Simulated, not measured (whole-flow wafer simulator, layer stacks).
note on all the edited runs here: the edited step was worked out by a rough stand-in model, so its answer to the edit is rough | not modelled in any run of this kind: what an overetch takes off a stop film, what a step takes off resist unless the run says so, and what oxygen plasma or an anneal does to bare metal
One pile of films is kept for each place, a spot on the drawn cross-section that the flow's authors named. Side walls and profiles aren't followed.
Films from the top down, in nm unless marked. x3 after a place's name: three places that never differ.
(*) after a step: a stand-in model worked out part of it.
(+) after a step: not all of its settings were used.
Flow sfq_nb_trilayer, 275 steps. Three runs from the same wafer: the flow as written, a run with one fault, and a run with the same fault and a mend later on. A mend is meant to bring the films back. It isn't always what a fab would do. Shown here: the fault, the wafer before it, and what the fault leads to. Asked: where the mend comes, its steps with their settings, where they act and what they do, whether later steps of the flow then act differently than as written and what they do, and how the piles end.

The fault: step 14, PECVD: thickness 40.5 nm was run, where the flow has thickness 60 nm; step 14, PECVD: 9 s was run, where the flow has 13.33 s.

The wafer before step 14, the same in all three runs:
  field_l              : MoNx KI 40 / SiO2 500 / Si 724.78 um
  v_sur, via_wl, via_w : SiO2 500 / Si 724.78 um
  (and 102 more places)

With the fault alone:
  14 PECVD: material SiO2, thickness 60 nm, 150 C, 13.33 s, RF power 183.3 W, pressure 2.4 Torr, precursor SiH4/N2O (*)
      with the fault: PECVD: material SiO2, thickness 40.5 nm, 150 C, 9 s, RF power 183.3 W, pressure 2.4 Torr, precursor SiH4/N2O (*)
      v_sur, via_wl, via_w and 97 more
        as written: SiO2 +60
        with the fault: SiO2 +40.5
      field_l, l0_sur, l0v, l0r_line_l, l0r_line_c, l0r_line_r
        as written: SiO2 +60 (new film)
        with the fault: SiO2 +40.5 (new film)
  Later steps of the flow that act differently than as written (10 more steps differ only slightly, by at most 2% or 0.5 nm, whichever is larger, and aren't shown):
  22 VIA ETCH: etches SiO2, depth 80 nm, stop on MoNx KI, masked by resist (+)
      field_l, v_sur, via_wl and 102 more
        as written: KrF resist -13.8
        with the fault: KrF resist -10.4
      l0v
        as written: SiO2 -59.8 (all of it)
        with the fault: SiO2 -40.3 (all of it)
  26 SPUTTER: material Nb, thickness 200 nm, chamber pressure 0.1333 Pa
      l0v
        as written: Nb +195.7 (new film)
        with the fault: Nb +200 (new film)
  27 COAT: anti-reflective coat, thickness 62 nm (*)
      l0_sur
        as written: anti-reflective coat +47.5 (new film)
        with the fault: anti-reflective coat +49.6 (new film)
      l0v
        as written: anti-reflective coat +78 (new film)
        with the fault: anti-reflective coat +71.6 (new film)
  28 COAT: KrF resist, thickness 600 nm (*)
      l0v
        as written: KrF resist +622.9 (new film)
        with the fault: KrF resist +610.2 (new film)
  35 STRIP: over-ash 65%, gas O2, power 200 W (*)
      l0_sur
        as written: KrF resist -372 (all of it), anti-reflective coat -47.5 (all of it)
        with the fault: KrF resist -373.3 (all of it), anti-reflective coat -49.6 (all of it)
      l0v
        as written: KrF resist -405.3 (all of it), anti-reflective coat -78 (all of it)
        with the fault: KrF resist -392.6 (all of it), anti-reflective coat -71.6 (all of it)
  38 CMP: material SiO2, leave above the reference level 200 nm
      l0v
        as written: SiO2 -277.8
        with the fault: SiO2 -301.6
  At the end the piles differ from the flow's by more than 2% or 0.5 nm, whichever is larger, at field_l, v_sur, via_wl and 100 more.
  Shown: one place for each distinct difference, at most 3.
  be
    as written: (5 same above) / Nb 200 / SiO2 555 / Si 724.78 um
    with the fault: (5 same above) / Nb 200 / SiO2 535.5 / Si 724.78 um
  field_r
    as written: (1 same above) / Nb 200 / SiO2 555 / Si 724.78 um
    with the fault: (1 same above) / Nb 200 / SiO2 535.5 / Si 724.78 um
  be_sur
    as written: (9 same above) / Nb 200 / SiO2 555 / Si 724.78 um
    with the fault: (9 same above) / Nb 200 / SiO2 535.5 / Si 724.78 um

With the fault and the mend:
  The mend comes after step 14.
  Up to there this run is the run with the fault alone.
  14a PECVD: material SiO2, thickness 19.5 nm, 150 C, 4.333 s, RF power 183.3 W, pressure 2.4 Torr, precursor SiH4/N2O (the flow's step 14 once more, with other settings)
      field_l, v_sur, via_wl and 103 more
        SiO2 +19.5
  No later step of the flow acts differently than as written, at any place that is followed, by more than 2% or 0.5 nm, whichever is larger.
  At the end the piles are the same as the flow's at every place that both follow.
